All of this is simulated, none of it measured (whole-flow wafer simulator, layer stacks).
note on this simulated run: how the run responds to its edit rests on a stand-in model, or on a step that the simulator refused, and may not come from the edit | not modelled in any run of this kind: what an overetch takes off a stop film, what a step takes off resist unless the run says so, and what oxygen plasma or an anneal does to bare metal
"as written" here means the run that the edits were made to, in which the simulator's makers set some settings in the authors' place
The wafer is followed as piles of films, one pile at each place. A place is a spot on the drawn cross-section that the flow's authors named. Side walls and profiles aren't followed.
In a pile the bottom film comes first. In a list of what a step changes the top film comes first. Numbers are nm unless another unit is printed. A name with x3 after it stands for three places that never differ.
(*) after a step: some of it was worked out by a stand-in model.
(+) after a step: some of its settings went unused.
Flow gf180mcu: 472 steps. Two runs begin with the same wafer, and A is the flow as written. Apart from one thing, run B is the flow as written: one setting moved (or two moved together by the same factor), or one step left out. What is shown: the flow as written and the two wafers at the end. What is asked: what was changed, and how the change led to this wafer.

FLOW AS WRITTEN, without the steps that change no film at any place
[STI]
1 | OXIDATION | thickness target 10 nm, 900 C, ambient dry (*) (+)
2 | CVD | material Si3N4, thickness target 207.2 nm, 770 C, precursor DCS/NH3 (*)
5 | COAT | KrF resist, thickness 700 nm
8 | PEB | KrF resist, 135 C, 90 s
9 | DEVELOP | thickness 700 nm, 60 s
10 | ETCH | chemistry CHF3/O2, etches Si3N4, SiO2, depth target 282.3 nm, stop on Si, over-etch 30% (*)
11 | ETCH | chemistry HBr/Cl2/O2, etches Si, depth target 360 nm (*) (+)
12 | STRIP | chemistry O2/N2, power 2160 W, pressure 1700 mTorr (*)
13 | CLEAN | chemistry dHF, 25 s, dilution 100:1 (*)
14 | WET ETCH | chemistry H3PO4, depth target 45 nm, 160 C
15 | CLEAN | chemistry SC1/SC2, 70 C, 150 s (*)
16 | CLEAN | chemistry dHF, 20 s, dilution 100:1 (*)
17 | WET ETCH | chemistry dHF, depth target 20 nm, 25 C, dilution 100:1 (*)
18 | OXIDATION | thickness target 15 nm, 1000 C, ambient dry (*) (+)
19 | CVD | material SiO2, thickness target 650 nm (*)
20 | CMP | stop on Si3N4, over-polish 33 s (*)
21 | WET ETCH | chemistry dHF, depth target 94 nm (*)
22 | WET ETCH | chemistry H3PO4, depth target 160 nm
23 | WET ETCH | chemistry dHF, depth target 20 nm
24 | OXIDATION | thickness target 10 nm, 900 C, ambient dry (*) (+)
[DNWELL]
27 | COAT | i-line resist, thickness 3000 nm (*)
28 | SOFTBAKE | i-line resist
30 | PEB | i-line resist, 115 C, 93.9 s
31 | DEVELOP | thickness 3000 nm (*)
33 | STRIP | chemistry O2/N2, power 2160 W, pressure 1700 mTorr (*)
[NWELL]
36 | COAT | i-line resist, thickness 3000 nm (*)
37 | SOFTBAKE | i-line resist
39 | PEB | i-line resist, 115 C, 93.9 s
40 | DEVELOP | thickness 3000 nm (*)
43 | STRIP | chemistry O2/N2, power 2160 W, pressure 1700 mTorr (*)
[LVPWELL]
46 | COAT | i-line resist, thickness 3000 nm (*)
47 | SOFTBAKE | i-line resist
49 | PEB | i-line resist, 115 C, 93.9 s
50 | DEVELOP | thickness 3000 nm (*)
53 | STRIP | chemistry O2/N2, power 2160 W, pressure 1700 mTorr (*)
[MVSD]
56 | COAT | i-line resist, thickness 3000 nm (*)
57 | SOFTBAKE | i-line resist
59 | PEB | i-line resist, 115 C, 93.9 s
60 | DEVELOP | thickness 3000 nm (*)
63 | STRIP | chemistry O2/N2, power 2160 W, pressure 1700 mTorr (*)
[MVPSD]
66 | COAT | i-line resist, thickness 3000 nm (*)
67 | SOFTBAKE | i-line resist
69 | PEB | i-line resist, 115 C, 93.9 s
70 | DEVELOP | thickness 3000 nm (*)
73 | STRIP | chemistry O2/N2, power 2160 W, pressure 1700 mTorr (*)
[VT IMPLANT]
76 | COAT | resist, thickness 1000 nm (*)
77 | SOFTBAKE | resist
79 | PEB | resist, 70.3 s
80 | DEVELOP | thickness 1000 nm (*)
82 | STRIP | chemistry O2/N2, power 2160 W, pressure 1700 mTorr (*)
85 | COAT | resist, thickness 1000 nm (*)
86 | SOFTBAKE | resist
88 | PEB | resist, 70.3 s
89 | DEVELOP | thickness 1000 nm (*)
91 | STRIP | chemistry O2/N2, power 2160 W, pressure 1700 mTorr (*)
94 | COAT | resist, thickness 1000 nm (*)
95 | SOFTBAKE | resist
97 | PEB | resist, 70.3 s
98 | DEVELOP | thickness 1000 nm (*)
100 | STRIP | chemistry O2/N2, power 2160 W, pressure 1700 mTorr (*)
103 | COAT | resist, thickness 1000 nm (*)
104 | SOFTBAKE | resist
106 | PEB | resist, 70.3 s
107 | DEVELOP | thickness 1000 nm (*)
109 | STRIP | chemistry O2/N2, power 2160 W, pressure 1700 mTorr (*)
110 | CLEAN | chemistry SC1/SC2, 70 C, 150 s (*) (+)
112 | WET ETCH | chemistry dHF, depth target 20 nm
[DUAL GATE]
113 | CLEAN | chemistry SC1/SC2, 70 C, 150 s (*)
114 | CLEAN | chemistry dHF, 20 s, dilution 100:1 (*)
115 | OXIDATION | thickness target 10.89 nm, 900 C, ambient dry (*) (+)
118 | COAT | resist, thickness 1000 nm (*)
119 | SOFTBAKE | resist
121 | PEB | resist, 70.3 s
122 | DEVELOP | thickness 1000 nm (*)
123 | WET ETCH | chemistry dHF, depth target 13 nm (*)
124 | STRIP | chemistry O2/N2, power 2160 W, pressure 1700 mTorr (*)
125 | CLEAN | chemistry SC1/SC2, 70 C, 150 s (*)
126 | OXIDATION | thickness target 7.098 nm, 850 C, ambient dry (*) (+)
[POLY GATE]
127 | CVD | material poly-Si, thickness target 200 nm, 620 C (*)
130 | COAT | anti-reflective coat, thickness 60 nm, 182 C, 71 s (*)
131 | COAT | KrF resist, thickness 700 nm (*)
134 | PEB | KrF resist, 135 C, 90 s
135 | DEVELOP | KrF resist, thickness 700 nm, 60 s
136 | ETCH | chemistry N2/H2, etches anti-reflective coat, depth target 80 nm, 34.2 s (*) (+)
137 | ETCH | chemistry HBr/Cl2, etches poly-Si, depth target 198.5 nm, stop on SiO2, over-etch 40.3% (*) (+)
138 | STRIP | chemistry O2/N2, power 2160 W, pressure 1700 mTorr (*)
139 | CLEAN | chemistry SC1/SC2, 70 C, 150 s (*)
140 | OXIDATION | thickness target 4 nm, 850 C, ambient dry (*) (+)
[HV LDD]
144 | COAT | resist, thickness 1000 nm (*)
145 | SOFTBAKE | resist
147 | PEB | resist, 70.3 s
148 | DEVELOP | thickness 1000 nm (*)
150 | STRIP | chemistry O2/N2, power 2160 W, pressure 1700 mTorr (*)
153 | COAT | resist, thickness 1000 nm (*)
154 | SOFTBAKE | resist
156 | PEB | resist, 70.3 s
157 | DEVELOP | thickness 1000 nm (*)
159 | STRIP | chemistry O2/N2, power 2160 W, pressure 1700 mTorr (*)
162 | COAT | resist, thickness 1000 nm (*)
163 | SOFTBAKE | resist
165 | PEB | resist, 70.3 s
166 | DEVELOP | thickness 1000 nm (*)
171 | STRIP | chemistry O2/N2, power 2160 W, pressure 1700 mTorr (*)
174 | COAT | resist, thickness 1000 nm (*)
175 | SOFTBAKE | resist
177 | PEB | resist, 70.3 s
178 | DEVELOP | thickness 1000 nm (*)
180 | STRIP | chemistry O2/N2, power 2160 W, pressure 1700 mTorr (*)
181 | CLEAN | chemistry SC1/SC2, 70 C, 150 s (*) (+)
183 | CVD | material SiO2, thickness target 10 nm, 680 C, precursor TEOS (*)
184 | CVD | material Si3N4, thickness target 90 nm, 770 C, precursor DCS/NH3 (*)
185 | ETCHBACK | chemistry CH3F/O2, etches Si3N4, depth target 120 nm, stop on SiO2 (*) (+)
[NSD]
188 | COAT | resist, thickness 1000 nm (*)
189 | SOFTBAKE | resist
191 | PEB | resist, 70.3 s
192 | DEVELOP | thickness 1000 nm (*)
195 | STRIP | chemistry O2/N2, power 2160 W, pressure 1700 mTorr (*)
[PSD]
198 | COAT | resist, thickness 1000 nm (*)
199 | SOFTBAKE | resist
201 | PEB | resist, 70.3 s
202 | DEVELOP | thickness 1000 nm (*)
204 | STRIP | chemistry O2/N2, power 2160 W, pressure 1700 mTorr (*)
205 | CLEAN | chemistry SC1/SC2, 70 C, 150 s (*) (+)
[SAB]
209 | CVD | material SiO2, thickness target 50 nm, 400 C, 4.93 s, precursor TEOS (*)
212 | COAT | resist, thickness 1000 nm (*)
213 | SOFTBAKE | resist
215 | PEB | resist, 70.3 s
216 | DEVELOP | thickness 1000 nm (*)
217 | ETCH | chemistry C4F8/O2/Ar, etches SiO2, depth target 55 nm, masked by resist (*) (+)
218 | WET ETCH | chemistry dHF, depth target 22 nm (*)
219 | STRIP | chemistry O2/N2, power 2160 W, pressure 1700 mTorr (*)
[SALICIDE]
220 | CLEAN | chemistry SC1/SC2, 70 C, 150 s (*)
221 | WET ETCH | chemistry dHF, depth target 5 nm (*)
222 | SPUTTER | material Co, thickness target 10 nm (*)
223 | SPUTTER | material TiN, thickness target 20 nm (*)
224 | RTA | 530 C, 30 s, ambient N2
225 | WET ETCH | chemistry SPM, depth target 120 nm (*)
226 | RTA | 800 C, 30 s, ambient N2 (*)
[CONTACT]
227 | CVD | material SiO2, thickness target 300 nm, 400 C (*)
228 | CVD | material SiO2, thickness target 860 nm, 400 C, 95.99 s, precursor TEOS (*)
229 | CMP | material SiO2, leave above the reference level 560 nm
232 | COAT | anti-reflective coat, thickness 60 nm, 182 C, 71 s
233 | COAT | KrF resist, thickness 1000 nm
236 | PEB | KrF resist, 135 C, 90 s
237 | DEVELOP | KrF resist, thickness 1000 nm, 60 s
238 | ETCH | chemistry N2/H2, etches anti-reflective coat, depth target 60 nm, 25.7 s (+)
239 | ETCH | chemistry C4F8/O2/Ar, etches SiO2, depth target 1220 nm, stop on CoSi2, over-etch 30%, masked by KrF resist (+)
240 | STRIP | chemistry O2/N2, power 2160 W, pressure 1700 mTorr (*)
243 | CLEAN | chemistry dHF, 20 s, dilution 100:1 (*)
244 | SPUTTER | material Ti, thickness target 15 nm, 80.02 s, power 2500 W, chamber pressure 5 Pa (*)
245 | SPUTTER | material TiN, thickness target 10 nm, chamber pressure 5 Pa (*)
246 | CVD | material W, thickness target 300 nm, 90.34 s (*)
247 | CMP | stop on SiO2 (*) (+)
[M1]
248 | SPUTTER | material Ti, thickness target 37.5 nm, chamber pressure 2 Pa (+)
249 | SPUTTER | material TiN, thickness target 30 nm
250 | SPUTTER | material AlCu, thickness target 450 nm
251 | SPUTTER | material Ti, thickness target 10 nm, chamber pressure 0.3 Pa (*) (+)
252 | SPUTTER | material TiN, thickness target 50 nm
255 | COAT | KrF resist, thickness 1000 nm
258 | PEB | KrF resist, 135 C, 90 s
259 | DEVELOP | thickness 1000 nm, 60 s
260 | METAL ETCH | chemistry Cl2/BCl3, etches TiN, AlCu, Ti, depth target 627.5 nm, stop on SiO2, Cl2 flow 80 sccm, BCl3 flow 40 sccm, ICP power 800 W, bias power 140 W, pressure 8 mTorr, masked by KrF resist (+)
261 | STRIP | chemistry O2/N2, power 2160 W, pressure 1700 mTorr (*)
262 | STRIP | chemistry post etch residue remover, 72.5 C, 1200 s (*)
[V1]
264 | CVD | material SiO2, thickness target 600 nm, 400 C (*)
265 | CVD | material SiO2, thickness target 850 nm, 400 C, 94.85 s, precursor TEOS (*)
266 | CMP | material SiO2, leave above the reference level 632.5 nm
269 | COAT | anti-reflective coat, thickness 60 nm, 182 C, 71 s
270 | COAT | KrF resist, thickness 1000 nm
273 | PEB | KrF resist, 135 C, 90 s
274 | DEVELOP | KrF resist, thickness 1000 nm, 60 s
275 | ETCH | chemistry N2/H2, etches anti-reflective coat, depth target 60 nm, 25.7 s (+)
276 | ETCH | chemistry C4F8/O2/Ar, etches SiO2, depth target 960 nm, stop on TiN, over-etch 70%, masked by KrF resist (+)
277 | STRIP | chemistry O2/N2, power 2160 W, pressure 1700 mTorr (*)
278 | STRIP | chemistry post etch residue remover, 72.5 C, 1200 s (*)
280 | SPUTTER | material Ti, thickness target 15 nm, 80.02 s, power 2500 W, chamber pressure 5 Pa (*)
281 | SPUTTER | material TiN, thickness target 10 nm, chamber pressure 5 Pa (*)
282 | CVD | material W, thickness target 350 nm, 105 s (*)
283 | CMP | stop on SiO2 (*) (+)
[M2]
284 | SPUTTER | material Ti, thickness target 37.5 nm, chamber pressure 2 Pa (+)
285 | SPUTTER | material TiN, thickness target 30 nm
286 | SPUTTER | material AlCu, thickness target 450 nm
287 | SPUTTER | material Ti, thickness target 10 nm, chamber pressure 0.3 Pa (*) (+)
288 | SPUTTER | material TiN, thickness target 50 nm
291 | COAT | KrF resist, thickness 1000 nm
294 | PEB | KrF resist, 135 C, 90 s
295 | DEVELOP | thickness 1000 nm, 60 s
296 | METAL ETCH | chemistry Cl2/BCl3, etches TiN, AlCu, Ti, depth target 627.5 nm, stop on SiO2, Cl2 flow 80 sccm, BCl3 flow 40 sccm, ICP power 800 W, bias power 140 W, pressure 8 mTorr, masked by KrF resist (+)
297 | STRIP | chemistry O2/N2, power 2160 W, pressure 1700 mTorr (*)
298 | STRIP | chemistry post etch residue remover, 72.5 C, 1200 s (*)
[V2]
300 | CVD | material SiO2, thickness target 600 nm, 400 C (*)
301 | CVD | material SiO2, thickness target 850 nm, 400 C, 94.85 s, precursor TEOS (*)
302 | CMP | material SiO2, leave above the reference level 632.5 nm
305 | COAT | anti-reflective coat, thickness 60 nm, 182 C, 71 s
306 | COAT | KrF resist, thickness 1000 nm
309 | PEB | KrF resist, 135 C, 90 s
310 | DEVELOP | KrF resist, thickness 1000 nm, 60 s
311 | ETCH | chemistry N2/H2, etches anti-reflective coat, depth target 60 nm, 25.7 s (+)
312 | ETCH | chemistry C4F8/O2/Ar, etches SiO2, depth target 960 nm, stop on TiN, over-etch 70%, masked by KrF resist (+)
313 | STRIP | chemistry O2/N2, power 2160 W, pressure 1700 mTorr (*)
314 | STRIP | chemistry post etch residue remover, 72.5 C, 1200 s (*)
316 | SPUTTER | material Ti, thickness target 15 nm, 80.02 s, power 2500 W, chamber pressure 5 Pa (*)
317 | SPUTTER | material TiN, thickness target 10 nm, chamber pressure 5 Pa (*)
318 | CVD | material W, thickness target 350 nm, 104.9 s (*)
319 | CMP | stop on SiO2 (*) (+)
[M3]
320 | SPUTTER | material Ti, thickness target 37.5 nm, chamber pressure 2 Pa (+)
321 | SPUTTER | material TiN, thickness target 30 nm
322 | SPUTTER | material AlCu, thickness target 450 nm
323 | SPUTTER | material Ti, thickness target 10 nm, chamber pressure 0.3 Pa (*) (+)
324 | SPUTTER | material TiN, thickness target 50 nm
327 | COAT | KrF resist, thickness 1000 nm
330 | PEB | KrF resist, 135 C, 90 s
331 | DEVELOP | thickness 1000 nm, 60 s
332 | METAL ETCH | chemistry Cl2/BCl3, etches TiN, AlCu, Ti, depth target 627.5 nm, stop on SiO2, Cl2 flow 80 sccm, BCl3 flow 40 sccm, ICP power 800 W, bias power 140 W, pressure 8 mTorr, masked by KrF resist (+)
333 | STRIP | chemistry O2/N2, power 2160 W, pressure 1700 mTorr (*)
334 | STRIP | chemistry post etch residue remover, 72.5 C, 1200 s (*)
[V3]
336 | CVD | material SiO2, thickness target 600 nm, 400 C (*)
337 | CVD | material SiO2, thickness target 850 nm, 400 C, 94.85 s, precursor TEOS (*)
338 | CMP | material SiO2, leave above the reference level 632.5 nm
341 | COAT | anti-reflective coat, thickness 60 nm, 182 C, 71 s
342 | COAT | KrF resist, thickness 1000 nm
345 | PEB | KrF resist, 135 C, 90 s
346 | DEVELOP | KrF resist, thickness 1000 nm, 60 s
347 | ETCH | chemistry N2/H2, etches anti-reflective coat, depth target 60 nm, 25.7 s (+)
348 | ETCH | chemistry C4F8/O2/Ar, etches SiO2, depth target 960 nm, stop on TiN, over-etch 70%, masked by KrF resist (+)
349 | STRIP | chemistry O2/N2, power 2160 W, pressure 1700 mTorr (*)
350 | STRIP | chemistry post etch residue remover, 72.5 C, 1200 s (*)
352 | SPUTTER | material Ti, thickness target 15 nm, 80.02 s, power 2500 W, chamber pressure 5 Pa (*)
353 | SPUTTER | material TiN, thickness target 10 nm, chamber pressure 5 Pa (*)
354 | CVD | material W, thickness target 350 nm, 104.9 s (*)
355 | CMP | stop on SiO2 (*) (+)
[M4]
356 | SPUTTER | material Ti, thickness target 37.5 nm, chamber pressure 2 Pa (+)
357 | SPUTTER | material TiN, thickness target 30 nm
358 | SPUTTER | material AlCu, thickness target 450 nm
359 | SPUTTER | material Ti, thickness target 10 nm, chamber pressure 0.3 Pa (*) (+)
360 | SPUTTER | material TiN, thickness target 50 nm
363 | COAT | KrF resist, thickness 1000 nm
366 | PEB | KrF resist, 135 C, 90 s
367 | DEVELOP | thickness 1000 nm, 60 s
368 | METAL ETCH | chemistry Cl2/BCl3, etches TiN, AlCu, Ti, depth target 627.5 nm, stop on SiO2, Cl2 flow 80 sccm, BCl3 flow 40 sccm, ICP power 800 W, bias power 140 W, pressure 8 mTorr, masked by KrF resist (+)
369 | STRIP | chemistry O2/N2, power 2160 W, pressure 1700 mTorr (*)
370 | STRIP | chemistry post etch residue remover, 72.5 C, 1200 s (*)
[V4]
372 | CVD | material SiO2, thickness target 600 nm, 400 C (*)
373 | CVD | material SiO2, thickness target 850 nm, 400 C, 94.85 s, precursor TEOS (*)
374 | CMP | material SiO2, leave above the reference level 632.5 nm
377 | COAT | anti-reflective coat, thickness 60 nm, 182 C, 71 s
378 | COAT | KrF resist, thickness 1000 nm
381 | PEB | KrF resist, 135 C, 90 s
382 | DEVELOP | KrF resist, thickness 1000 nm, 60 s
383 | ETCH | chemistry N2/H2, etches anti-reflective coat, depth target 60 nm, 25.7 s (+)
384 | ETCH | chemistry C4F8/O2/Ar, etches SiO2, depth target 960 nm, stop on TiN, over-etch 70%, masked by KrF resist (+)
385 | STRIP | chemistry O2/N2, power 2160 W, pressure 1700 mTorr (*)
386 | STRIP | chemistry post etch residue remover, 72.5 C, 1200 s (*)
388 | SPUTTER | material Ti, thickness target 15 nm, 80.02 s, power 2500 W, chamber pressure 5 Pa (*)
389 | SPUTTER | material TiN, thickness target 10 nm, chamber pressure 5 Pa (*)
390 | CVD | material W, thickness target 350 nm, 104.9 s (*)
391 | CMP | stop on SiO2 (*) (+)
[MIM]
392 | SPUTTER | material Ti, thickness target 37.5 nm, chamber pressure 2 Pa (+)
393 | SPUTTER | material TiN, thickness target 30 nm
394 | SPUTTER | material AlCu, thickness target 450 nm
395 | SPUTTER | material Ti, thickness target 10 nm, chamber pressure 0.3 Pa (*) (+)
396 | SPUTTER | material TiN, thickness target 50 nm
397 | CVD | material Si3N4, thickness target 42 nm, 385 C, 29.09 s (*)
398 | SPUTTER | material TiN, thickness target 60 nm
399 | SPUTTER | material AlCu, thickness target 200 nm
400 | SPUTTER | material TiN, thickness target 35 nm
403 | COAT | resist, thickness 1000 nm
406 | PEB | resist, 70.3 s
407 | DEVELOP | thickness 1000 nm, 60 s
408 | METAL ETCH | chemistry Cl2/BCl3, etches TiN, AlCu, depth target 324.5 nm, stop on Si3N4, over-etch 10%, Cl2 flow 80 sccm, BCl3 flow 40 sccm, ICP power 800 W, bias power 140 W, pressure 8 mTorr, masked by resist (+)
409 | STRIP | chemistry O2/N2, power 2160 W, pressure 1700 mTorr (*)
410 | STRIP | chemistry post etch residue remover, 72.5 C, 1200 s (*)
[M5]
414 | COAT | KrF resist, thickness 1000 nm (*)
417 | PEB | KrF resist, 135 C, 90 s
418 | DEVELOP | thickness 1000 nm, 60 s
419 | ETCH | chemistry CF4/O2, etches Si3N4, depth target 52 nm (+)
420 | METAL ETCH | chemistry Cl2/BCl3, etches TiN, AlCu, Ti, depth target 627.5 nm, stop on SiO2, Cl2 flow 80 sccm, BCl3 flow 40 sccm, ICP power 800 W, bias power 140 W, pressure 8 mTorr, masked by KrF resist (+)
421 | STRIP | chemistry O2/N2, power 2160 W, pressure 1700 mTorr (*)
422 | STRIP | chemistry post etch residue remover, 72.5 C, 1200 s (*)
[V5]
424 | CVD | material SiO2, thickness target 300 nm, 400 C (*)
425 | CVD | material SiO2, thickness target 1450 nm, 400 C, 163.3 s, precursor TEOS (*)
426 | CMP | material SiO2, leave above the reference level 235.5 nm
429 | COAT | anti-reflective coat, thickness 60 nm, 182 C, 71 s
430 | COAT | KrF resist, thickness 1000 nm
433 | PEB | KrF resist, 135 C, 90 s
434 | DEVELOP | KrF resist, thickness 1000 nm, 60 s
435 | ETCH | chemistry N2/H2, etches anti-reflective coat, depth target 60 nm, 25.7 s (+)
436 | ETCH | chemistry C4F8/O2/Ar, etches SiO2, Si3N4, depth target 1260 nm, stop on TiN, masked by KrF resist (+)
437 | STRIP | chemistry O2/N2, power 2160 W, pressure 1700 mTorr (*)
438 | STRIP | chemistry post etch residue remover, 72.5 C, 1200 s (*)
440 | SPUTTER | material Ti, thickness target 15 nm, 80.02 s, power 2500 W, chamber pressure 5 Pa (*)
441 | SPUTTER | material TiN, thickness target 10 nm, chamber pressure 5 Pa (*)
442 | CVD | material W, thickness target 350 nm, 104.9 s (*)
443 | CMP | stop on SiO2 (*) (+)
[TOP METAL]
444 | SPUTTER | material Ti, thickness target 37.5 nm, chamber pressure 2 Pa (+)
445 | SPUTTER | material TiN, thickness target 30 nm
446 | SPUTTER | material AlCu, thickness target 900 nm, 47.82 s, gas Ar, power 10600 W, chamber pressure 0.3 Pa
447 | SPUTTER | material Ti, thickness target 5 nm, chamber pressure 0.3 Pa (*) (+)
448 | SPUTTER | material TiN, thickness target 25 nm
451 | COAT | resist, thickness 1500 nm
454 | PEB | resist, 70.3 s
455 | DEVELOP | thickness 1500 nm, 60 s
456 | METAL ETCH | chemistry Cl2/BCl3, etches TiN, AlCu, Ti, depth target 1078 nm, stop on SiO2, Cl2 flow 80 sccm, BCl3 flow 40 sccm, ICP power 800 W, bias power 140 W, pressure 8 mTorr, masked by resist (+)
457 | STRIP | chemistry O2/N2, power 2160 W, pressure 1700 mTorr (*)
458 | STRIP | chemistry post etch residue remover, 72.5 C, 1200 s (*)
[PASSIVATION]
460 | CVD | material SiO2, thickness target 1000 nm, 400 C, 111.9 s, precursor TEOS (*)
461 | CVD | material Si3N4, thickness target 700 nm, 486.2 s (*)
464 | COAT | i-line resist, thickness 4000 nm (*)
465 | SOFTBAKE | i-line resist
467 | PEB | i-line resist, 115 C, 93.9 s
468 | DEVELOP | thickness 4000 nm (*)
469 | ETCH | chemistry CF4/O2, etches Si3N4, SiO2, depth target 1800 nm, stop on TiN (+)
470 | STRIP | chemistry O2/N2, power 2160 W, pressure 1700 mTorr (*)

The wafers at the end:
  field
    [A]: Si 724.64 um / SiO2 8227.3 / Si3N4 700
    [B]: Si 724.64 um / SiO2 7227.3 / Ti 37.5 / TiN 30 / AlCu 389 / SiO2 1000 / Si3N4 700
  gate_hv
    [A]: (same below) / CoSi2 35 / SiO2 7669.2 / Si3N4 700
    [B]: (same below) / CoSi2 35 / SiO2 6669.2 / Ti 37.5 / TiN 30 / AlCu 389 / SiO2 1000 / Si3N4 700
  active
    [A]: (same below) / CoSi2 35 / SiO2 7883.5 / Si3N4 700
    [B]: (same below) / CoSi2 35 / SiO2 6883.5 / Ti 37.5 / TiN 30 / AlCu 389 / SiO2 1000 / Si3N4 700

What caused this: step 446, SPUTTER: 76.03 s was run, while the flow as written has 47.82 s.

How this came from the change, step by step:
  446 | SPUTTER | material AlCu, thickness target 900 nm, 47.82 s, gas Ar, power 10600 W, chamber pressure 0.3 Pa
      field, field__w1, field__w2 and 109 more: A +900 AlCu (new film) | B +1442.3 AlCu (new film)
  456 | METAL ETCH | chemistry Cl2/BCl3, etches TiN, AlCu, Ti, depth target 1078 nm, stop on SiO2, Cl2 flow 80 sccm, BCl3 flow 40 sccm, ICP power 800 W, bias power 140 W, pressure 8 mTorr, masked by resist (+)
      field, field__w1, field__w2 and 103 more: A -25 TiN (all of it), -5 Ti (all of it), -900 AlCu (all of it), -30 TiN (all of it), -37.5 Ti (all of it) | B -25 TiN (all of it), -5 Ti (all of it), -1047.5 AlCu
  458 | STRIP | chemistry post etch residue remover, 72.5 C, 1200 s (*)
      field, field__w1, field__w2 and 103 more: A nothing | B -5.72 AlCu
  460 | CVD | material SiO2, thickness target 1000 nm, 400 C, 111.9 s, precursor TEOS (*)
      field, field__w1, field__w2 and 103 more: A +1000 SiO2 | B +1000 SiO2 (new film)
  464 | COAT | i-line resist, thickness 4000 nm (*)
      field__w8: A +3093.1 i-line resist (new film) | B +3018.1 i-line resist (new film)
      contact: A +3153.6 i-line resist (new film) | B +3059.2 i-line resist (new film)
      (and at 4 other places as well)
  465 | SOFTBAKE | i-line resist
      ld_acc_p, ld_fp_p, ld_drift_p: A +33.8 i-line resist | B +30.6 i-line resist
      field__w1: A -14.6 i-line resist | B -16 i-line resist
      (and at 56 other places as well)
  467 | PEB | i-line resist, 115 C, 93.9 s
      field__w8, m1__w1: A -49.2 i-line resist | B -47.6 i-line resist
      contact, m1: A -49.6 i-line resist | B -47.9 i-line resist
      (and at 2 other places as well)
  468 | DEVELOP | thickness 4000 nm (*)
      pad: A -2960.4 i-line resist (all of it) | B -2875.7 i-line resist (all of it)
  470 | STRIP | chemistry O2/N2, power 2160 W, pressure 1700 mTorr (*)
      field__w8: A -1775.9 i-line resist (all of it) | B -1694 i-line resist (all of it)
      contact: A -1798.3 i-line resist (all of it) | B -1709.2 i-line resist (all of it)
      (and at 3 other places as well)
With metal films that touch counted as one body, field has 1 body; the flow as written gives 0 bodies.
With metal films that touch counted as one body, gate_hv has 2 bodies (between them, from the top down: SiO2 6669.2); the flow as written gives 1 body.
With metal films that touch counted as one body, active has 2 bodies (between them, from the top down: SiO2 6883.5); the flow as written gives 1 body.
